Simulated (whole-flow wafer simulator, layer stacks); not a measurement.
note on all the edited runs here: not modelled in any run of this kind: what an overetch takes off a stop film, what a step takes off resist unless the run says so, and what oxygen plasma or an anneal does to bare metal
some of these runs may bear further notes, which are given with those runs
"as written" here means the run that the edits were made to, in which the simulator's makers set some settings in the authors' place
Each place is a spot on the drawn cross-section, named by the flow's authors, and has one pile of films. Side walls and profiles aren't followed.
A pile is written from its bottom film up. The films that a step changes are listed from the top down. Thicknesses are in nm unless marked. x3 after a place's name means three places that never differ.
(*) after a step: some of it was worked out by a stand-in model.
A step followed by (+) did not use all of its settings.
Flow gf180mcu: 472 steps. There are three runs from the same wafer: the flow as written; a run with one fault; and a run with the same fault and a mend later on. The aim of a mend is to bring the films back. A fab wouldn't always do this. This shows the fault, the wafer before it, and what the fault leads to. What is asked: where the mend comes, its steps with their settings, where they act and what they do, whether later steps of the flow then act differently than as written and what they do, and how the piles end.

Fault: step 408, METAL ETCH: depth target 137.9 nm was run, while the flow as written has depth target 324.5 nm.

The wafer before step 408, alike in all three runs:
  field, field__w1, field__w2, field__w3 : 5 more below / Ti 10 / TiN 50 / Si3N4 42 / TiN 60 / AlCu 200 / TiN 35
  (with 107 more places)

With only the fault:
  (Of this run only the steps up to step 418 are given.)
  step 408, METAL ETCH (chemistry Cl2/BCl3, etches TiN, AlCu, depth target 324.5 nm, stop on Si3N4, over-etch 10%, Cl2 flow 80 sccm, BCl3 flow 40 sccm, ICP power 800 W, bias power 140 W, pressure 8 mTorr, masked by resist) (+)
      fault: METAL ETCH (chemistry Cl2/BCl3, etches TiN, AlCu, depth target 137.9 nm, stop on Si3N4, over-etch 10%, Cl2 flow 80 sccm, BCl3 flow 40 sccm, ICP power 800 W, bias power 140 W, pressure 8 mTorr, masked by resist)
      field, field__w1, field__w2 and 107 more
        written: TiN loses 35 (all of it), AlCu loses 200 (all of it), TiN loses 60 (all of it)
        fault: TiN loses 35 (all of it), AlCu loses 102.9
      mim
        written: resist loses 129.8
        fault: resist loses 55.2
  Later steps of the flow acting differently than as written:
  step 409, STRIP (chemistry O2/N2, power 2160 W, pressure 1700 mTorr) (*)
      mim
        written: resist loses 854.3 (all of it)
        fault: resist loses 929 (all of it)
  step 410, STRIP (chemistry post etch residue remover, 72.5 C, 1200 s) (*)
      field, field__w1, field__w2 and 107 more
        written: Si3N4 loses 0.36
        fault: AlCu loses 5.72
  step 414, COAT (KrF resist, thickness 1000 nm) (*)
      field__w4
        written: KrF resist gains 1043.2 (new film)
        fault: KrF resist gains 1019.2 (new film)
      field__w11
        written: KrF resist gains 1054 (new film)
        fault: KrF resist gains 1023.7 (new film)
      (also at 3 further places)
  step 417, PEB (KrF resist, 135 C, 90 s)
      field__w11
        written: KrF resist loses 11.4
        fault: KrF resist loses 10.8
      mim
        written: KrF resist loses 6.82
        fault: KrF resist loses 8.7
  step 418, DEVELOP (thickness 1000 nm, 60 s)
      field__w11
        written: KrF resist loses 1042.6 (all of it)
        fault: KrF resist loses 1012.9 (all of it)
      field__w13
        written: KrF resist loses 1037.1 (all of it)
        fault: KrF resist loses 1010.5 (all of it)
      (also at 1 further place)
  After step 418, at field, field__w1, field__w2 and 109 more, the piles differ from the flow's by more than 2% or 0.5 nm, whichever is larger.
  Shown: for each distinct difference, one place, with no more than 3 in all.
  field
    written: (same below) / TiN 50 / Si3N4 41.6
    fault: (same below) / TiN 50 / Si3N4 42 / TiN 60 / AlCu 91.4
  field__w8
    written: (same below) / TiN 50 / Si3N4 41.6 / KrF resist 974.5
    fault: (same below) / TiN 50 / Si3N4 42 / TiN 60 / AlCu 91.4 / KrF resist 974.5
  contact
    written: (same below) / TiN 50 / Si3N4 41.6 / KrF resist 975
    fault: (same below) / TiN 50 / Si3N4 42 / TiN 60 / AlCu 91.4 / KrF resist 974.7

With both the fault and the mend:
  After step 410 comes the mend.
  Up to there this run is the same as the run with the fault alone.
  step 410a, DEHYDRATE (200 C, 60 s) (the flow's step 401 again)
      does not change any film at any place that is followed
  step 410b, HMDS (120 C, 60 s) (the flow's step 402 again)
      does not change any film at any place that is followed
  step 410c, COAT (resist, thickness 1000 nm) (*) (the flow's step 403 again)
      field__w8, m1__w1, iso_ptap_pw and 39 more
        resist gains 1000 (new film)
      field_sub__w1, field_sub__w5, n_well and 6 more
        resist gains 1000.5 (new film)
      field, field_sub__w4, ld_sd_p, ld_gate_p, ld_acc_p, ld_fp_p, ld_drift_p, ld_drn_p
        resist gains 1000.8 (new film)
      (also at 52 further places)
  step 410d, SOFTBAKE (resist) (the flow's step 404 again)
      field__w9, nplus_u
        resist loses 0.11
      field__w12, pplus_u
        resist gains 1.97
      field__w2
        resist gains 1.65
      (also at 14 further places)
  step 410e, EXPOSE (photomask FuseTop) (the flow's step 405 again)
      does not change any film at any place that is followed
  step 410f, PEB (resist, 70.3 s) (the flow's step 406 again)
      field, field__w1, field__w2 and 99 more
        resist loses 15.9
      field__w7, field__w12, pplus_u, ppoly_u, npoly_sal, ppoly_sal
        resist loses 16
      field__w11, field__w13
        resist loses 16.1
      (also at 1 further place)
  step 410g, DEVELOP (thickness 1000 nm, 60 s) (the flow's step 407 again)
      field__w8, m1__w1, iso_ptap_pw and 39 more
        resist loses 984.1 (all of it)
      field, field_sub__w2, field_sub__w3 and 6 more
        resist loses 984.9 (all of it)
      field__w6, field_sub, ld_sd_n, ld_gate_n, ld_acc_n, ld_fp_n, ld_drift_n, ld_drn_n
        resist loses 984.8 (all of it)
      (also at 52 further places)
  step 410h, METAL ETCH (chemistry Cl2/BCl3, etches TiN, AlCu, depth target 186.6 nm, stop on Si3N4, over-etch 10%, Cl2 flow 80 sccm, BCl3 flow 40 sccm, ICP power 800 W, bias power 140 W, pressure 8 mTorr, masked by resist) (+) (the flow's step 408 again, with other settings)
      field, field__w1, field__w2 and 107 more
        AlCu loses 91.4 (all of it), TiN loses 60 (all of it)
      mim
        resist loses 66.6
  step 410i, STRIP (chemistry O2/N2, power 2160 W, pressure 1700 mTorr) (*) (the flow's step 409 again)
      mim
        resist loses 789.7 (all of it)
  step 410j, STRIP (chemistry post etch residue remover, 72.5 C, 1200 s) (*) (the flow's step 410 again)
      field, field__w1, field__w2 and 107 more
        Si3N4 loses 0.36
      mim
        TiN loses 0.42
  None of the later steps of the flow differs from how it acts as written, at any place that is followed, by more than 2% or 0.5 nm, whichever is larger.
  At the end the piles are close to the flow's at the places that both follow, differing by at most 2% or 0.5 nm, whichever is larger.
